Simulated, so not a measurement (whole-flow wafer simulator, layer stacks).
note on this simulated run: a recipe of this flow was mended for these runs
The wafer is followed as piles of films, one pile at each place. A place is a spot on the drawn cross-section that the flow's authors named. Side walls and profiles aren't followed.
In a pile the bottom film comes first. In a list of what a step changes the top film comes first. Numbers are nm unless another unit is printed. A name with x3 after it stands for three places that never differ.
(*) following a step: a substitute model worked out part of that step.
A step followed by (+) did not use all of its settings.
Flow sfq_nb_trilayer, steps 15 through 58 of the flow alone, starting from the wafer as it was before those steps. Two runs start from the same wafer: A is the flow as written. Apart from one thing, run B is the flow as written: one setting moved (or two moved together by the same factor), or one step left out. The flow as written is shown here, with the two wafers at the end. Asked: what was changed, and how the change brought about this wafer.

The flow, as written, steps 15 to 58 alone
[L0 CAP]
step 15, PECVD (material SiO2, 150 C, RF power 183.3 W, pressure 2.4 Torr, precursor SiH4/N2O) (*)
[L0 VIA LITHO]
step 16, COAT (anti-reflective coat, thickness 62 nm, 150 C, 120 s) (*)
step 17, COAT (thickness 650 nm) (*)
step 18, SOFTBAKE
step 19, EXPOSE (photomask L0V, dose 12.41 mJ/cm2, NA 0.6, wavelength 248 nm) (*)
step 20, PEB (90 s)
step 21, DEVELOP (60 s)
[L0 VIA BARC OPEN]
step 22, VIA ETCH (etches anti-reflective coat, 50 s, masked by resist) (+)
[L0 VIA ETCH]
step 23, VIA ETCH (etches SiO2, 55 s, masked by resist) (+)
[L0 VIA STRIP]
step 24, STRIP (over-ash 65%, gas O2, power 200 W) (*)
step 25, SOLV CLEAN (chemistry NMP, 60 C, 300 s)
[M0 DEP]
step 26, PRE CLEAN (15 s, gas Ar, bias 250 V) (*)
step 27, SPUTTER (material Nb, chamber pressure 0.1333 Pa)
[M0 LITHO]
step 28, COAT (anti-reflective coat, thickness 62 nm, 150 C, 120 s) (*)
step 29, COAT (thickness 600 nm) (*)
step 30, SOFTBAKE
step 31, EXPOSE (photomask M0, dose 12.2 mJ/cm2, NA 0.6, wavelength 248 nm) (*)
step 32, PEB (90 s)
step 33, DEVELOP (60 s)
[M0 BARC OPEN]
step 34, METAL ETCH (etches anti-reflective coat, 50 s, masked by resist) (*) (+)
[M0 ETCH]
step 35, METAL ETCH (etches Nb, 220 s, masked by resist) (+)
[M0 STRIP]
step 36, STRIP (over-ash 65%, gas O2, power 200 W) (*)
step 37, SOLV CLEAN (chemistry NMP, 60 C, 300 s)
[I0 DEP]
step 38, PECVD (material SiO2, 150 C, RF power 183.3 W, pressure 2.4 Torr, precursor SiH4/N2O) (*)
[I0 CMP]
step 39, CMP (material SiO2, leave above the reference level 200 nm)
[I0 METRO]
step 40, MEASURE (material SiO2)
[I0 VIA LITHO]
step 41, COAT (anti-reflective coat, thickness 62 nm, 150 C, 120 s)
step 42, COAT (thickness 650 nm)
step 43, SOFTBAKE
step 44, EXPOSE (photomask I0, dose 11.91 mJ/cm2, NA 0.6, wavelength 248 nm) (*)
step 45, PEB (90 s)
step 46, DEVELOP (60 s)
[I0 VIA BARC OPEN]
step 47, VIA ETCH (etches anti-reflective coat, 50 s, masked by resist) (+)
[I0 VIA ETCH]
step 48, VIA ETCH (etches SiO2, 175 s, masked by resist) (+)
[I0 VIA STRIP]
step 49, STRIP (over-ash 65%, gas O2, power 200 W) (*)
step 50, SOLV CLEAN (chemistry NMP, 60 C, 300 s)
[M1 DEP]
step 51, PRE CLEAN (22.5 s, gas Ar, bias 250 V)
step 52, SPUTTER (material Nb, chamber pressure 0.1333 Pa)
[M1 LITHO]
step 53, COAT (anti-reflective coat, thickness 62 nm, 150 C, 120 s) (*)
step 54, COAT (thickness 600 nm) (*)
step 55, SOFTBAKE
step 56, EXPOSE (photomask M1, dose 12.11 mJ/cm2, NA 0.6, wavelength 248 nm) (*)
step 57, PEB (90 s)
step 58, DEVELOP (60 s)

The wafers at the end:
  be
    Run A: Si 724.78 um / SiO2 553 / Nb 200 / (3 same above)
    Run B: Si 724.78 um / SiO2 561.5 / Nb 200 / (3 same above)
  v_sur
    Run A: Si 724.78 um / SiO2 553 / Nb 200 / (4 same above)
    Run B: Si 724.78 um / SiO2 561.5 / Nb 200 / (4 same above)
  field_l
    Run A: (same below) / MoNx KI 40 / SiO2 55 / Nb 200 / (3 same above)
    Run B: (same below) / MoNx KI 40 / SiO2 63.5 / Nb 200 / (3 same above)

What caused this: step 15, PECVD: RF power 249.3 W was run, while the flow as written has RF power 183.3 W.

Step by step, how the change led to this:
  step 15, PECVD (material SiO2, 150 C, RF power 183.3 W, pressure 2.4 Torr, precursor SiH4/N2O) (*)
      v_sur, via_wl, via_w and 97 more: A +60 SiO2 | B +68.5 SiO2
      field_l, l0_sur, l0v, l0r_line_l, l0r_line_c, l0r_line_r: A +60 SiO2 (new film) | B +68.5 SiO2 (new film)
  step 23, VIA ETCH (etches SiO2, 55 s, masked by resist) (+)
      l0v: A -59.7 SiO2 (all of it), -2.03 MoNx KI | B -68.2 SiO2 (all of it), -1.18 MoNx KI
  step 28, COAT (anti-reflective coat, thickness 62 nm, 150 C, 120 s) (*)
      l0_sur: A +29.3 anti-reflective coat (new film) | B +27 anti-reflective coat (new film)
      l0v: A +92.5 anti-reflective coat (new film) | B +95.4 anti-reflective coat (new film)
  step 36, STRIP (over-ash 65%, gas O2, power 200 W) (*)
      l0_sur: A -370 KrF-resist-other-grade (all of it), -29.3 anti-reflective coat (all of it) | B -371 KrF-resist-other-grade (all of it), -27 anti-reflective coat (all of it)
      l0v: A -374.1 KrF-resist-other-grade (all of it), -92.5 anti-reflective coat (all of it) | B -378.5 KrF-resist-other-grade (all of it), -95.4 anti-reflective coat (all of it)
  step 39, CMP (material SiO2, leave above the reference level 200 nm)
      l0v: A -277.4 SiO2 | B -268.5 SiO2
